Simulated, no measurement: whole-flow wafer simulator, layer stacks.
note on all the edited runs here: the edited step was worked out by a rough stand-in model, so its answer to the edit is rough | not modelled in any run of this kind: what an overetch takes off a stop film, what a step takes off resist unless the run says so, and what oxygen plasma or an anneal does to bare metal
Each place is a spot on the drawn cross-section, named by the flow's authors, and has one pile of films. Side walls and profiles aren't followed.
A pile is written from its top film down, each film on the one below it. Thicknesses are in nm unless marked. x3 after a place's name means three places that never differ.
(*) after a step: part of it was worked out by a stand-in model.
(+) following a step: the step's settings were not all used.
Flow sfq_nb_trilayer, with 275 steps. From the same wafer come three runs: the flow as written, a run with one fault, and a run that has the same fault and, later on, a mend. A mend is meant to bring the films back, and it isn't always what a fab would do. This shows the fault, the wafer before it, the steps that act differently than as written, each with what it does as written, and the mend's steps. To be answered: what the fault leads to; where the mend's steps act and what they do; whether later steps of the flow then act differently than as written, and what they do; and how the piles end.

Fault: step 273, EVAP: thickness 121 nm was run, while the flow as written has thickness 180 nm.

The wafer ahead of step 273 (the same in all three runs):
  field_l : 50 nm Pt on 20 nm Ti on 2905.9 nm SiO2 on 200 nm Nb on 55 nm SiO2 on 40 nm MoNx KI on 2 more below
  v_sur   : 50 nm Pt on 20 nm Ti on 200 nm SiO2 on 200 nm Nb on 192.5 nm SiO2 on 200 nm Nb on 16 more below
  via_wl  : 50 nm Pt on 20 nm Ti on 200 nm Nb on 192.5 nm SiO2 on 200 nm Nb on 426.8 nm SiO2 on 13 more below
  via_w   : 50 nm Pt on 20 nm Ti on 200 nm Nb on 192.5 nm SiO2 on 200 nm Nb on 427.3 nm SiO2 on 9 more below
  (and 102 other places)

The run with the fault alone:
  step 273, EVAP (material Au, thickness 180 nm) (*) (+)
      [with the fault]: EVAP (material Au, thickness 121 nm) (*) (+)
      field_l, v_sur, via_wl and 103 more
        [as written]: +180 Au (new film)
        [with the fault]: +121 Au (new film)
  Steps further on in the flow that do not act as written:
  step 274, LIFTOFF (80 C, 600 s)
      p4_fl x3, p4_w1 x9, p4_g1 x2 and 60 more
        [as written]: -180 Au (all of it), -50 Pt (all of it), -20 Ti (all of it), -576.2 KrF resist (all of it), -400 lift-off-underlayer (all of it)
        [with the fault]: -121 Au (all of it), -50 Pt (all of it), -20 Ti (all of it), -576.2 KrF resist (all of it), -400 lift-off-underlayer (all of it)
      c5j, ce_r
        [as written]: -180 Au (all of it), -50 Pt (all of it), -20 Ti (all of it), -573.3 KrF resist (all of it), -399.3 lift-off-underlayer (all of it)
        [with the fault]: -121 Au (all of it), -50 Pt (all of it), -20 Ti (all of it), -573.3 KrF resist (all of it), -399.3 lift-off-underlayer (all of it)
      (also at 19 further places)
  At field_l, v_sur, via_wl and 8 more, the piles at the end differ from the flow's by more than 2% or 0.5 nm, whichever is larger.
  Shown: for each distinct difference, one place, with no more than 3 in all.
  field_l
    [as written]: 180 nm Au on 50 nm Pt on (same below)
    [with the fault]: 121 nm Au on 50 nm Pt on (same below)

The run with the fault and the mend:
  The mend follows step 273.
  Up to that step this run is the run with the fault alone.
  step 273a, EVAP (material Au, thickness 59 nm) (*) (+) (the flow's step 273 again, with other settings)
      field_l, v_sur, via_wl and 103 more
        +59 Au
  Later steps of the flow that are run all act as written at every place that is followed.
  By the end, the piles equal the flow's at every place that both follow.
